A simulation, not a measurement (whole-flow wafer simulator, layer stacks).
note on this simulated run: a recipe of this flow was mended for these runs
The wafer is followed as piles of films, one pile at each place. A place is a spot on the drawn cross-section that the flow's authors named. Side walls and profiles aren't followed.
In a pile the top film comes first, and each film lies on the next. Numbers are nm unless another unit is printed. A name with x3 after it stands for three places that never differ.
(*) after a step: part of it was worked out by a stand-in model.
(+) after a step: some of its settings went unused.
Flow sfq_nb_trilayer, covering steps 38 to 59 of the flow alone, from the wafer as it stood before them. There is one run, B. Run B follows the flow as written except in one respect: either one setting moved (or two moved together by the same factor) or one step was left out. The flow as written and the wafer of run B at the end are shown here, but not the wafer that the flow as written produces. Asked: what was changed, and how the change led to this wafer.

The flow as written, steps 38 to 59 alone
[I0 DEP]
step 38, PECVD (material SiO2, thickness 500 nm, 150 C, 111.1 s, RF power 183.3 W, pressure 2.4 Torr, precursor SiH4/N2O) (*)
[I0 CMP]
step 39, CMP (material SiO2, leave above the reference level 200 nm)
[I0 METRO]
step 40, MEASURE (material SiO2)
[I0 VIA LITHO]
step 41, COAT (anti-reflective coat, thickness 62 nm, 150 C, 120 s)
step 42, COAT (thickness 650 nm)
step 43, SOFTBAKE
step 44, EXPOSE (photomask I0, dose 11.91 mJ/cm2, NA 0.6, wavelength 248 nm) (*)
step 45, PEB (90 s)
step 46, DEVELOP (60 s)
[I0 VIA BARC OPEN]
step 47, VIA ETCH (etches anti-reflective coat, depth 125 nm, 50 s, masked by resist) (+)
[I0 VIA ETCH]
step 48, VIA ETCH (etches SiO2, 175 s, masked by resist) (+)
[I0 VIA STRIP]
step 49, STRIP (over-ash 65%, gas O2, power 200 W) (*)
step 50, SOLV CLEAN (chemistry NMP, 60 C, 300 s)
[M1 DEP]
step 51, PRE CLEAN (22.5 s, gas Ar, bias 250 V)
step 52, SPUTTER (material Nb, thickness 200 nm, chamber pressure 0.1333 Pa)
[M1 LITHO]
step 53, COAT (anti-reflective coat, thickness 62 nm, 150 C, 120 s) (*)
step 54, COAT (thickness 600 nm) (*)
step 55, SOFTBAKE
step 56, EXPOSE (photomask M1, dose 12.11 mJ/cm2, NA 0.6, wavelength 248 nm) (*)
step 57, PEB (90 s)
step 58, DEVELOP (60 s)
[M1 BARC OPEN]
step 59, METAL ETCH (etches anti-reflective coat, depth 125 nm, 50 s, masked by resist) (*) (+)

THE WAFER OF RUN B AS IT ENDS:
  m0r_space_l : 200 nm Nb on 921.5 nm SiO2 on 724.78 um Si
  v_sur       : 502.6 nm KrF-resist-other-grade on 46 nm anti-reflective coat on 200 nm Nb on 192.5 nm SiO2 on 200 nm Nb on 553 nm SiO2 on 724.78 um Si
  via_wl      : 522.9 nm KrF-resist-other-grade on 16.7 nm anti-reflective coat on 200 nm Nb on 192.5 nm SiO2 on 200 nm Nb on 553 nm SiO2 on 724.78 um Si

What caused this: step 38, PECVD: thickness 380 nm was run, while the flow as written has thickness 500 nm; step 38, PECVD: 84.44 s was run, where the flow has 111.1 s.

Step by step, how the change led to this:
  step 38, PECVD (material SiO2, thickness 500 nm, 150 C, 111.1 s, RF power 183.3 W, pressure 2.4 Torr, precursor SiH4/N2O) (*)
      field_l, v_sur, via_wl and 99 more: SiO2 gains 380 (new film) (it would be, as written: SiO2 gains 500 (new film))
      m0r_space_l, m0r_space_r: SiO2 gains 380 (it would be, as written: SiO2 gains 561.1)
      (also at 2 further places)
  step 39, CMP (material SiO2, leave above the reference level 200 nm)
      moat, m0r_space_l, m0r_space_r: nothing (it would be, as written: SiO2 loses 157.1)
      v_sur, via_wl, via_w and 94 more: SiO2 loses 180 (it would be, as written: SiO2 loses 300)
      (also at 6 further places)
  step 41, COAT (anti-reflective coat, thickness 62 nm, 150 C, 120 s)
      m0r_line_l, m0r_line_r: anti-reflective coat gains 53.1 (new film) (it would be, as written: anti-reflective coat gains 62 (new film))
      m0r_space_l, m0r_space_r: anti-reflective coat gains 76.3 (new film) (it would be, as written: anti-reflective coat gains 62 (new film))
      (also at 5 further places)
  step 49, STRIP (over-ash 65%, gas O2, power 200 W) (*)
      m0r_line_l, m0r_line_r: KrF-resist-other-grade loses 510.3 (all of it), anti-reflective coat loses 53.1 (all of it) (it would be, as written: KrF-resist-other-grade loses 510.8 (all of it), anti-reflective coat loses 62 (all of it))
      m0r_space_l, m0r_space_r: KrF-resist-other-grade loses 511.2 (all of it), anti-reflective coat loses 76.3 (all of it) (it would be, as written: KrF-resist-other-grade loses 510.8 (all of it), anti-reflective coat loses 62 (all of it))
      (also at 5 further places)
  step 53, COAT (anti-reflective coat, thickness 62 nm, 150 C, 120 s) (*)
      m0r_line_l, m0r_line_r: anti-reflective coat gains 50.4 (new film) (it would be, as written: anti-reflective coat gains 62 (new film))
      m0r_space_l, m0r_space_r: anti-reflective coat gains 73.6 (new film) (it would be, as written: anti-reflective coat gains 62 (new film))
      (also at 8 further places)
  step 54, COAT (thickness 600 nm) (*)
      moat: KrF-resist-other-grade gains 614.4 (new film) (it would be, as written: KrF-resist-other-grade gains 600.6 (new film))
  step 58, DEVELOP (60 s)
      moat: KrF-resist-other-grade loses 613.1 (all of it) (it would be, as written: KrF-resist-other-grade loses 599.3 (all of it))
  step 59, METAL ETCH (etches anti-reflective coat, depth 125 nm, 50 s, masked by resist) (*) (+)
      m0r_line_l, m0r_line_r: anti-reflective coat loses 50.4 (all of it) (it would be, as written: anti-reflective coat loses 62 (all of it))
      m0r_space_l, m0r_space_r: anti-reflective coat loses 73.6 (all of it) (it would be, as written: anti-reflective coat loses 62 (all of it))
      (also at 7 further places)
